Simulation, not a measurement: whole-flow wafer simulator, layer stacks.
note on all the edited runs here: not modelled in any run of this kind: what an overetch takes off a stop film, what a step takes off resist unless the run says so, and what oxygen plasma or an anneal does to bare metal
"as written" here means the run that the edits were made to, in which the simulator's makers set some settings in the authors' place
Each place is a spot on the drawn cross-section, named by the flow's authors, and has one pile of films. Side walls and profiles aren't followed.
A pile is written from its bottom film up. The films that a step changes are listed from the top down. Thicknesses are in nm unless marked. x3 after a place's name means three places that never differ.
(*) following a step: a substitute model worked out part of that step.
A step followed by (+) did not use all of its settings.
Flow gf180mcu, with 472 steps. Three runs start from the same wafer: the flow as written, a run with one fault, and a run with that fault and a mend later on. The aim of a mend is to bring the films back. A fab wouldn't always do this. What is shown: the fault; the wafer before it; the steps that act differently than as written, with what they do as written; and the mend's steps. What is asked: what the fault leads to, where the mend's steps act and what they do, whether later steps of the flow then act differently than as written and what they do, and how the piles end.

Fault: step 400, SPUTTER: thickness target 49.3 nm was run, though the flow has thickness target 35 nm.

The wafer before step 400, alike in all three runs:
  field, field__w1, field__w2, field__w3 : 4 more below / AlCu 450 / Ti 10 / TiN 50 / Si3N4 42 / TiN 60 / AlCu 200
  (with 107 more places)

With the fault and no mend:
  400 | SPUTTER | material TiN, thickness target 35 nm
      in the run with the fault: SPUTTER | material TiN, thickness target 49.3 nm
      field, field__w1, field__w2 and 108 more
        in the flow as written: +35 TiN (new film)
        in the run with the fault: +49.3 TiN (new film)
  Later steps of the flow acting differently than as written (not shown: 7 more steps that differ only slightly, by at most 2% or 0.5 nm, whichever is larger):
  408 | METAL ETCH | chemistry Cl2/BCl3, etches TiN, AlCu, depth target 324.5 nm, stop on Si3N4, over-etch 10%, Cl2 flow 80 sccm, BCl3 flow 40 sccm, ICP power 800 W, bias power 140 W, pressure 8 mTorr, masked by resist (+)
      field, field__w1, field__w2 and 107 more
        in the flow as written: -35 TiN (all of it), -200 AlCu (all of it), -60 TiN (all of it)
        in the run with the fault: -49.3 TiN (all of it), -200 AlCu (all of it), -60 TiN (all of it)
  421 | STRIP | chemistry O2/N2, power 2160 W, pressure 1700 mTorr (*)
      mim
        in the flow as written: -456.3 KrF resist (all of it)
        in the run with the fault: -445.6 KrF resist (all of it)
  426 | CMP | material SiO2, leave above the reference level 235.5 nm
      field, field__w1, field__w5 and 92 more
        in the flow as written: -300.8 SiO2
        in the run with the fault: -286.5 SiO2
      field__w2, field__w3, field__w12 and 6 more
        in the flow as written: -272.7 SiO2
        in the run with the fault: -258.4 SiO2
  At mim, the piles at the end differ from the flow's by more than 2% or 0.5 nm, whichever is larger.
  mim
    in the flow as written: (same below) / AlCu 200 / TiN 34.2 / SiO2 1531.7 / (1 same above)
    in the run with the fault: (same below) / AlCu 200 / TiN 48.5 / SiO2 1531.7 / (1 same above)

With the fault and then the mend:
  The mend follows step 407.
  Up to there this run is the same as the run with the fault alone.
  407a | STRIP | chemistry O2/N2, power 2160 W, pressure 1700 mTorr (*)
      mim
        -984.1 resist (all of it)
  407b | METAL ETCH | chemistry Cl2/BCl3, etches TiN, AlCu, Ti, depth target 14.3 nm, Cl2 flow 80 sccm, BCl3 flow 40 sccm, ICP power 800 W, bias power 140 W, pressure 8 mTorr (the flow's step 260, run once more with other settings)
      field, field__w1, field__w2 and 108 more
        -14.3 TiN
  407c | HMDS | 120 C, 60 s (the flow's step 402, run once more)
      leaves every film unchanged at each place that is followed
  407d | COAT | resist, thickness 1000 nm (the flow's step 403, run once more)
      field, field__w1, field__w2 and 108 more
        +1000 resist (new film)
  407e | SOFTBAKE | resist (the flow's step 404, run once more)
      leaves every film unchanged at each place that is followed
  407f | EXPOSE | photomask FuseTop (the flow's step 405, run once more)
      leaves every film unchanged at each place that is followed
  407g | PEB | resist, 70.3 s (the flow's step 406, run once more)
      field, field__w1, field__w2 and 108 more
        -15.9 resist
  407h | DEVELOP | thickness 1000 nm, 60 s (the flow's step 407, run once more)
      field, field__w1, field__w2 and 107 more
        -984.1 resist (all of it)
  Later steps of the flow that are run all act as written at every place that is followed.
  The piles end the same as the flow's at every place that both follow.
